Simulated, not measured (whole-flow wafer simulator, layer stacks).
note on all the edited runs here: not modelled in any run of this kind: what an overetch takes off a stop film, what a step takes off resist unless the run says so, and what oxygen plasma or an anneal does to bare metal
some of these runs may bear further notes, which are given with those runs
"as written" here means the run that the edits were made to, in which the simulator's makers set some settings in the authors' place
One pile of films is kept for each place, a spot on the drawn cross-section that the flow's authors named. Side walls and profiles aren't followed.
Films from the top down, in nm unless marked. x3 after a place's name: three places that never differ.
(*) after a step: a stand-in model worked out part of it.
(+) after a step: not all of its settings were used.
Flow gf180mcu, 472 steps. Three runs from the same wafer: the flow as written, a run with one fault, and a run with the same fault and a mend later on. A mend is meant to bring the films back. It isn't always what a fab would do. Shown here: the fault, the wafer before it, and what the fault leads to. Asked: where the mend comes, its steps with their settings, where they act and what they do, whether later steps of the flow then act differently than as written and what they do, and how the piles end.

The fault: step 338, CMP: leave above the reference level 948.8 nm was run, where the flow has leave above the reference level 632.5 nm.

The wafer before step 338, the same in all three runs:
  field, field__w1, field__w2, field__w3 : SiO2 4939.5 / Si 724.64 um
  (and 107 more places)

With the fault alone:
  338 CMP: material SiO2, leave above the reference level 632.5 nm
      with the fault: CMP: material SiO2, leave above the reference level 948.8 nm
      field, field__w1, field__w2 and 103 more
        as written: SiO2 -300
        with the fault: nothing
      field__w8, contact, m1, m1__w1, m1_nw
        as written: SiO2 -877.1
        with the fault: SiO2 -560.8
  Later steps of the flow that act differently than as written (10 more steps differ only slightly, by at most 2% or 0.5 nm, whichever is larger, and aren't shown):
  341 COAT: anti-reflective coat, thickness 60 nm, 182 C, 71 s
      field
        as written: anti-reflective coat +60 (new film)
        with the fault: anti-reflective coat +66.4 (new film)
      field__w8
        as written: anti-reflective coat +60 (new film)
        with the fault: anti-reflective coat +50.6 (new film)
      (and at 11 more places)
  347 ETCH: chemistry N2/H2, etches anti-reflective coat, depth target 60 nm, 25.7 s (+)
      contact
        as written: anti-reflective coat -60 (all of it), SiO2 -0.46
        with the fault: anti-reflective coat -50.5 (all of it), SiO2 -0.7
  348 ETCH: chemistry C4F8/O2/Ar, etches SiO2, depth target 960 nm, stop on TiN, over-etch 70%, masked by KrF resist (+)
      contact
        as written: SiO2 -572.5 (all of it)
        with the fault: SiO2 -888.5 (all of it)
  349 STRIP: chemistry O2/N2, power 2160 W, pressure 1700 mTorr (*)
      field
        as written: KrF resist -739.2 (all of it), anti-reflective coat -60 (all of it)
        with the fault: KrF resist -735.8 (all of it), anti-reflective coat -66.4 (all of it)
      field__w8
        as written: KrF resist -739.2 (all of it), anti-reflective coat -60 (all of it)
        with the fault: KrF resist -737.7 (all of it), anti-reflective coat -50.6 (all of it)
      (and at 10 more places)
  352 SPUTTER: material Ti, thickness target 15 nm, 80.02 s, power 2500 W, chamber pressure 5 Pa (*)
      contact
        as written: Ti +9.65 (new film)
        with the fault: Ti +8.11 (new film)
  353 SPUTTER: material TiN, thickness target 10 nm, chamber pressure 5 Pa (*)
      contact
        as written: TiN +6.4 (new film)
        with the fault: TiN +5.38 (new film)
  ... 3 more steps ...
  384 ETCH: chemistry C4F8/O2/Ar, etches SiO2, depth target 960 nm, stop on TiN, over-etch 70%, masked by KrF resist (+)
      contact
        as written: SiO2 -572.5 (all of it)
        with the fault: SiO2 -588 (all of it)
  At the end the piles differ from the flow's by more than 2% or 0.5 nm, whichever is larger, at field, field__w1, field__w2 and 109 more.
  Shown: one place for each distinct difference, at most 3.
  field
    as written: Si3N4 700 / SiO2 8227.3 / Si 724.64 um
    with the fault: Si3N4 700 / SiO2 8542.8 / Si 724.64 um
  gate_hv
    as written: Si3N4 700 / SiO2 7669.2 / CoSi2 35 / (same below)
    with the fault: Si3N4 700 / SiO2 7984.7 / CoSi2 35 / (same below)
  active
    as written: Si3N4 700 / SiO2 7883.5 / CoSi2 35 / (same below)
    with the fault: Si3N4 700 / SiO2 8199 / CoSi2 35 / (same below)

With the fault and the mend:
  The mend comes after step 338.
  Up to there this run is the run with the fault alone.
  338a CMP: material SiO2, leave above the reference level 632.5 nm (the flow's step 338 once more)
      field, field__w1, field__w2 and 103 more
        SiO2 -300
      field__w8, contact, m1, m1__w1, m1_nw
        SiO2 -316.3
  No later step of the flow acts differently than as written at any place that is followed.
  At the end the piles are the same as the flow's at every place that both follow.
